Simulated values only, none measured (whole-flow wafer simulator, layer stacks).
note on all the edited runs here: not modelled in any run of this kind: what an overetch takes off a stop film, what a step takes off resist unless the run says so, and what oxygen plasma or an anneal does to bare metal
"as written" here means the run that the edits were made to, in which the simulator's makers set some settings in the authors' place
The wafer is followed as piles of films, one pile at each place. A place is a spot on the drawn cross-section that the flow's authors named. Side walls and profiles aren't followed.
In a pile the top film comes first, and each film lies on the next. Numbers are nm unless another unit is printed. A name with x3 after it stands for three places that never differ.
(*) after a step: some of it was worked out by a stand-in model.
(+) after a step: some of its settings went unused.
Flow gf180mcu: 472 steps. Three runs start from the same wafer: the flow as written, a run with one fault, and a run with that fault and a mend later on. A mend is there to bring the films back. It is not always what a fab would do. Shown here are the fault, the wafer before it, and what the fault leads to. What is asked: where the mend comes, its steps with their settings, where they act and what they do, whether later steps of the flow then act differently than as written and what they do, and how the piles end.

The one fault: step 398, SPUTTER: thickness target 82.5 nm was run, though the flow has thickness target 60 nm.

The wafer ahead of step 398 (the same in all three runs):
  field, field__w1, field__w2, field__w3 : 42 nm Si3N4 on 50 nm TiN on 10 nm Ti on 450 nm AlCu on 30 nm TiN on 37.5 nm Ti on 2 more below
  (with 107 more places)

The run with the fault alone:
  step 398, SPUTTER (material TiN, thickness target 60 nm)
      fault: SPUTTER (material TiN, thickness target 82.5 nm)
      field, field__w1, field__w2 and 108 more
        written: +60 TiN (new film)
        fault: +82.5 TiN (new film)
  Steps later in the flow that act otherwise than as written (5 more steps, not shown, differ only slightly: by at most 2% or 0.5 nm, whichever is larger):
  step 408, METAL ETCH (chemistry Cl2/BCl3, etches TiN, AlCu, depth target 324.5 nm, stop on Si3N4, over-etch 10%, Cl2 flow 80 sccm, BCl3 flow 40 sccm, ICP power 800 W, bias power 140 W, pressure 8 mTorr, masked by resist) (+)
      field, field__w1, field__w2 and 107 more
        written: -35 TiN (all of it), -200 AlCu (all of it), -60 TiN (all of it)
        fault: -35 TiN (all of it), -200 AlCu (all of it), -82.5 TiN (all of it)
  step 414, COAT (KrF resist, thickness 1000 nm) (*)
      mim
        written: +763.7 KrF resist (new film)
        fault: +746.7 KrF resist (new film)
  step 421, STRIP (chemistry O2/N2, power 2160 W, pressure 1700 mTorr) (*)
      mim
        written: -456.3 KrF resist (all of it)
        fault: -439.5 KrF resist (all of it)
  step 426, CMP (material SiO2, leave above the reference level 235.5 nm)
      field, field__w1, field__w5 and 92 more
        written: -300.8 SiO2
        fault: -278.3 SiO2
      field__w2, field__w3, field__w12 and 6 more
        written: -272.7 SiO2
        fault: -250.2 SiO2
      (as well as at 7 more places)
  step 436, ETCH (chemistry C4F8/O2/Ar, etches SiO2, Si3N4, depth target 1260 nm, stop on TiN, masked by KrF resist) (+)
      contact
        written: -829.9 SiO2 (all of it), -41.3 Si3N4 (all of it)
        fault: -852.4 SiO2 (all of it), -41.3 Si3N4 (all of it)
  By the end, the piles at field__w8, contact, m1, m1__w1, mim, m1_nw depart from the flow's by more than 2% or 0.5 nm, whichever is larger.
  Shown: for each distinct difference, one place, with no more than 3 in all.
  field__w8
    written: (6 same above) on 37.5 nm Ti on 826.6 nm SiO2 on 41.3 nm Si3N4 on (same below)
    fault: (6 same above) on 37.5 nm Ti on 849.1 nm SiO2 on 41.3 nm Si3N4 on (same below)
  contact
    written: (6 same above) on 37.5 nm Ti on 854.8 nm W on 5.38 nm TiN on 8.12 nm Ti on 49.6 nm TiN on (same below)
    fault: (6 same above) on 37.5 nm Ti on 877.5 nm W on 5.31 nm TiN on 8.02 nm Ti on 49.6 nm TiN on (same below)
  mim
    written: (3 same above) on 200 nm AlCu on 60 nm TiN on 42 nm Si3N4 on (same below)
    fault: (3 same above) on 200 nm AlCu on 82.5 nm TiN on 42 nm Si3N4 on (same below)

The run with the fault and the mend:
  The mend stands after step 398.
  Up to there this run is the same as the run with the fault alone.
  step 398a, METAL ETCH (chemistry Cl2/BCl3, etches TiN, AlCu, Ti, depth target 22.5 nm, Cl2 flow 80 sccm, BCl3 flow 40 sccm, ICP power 800 W, bias power 140 W, pressure 8 mTorr) (the flow's step 260, run once more with other settings)
      field, field__w1, field__w2 and 108 more
        -22.5 TiN
  None of the later steps of the flow acts differently than as written at any place that is followed.
  At every place that both follow, the piles at the end match the flow's.
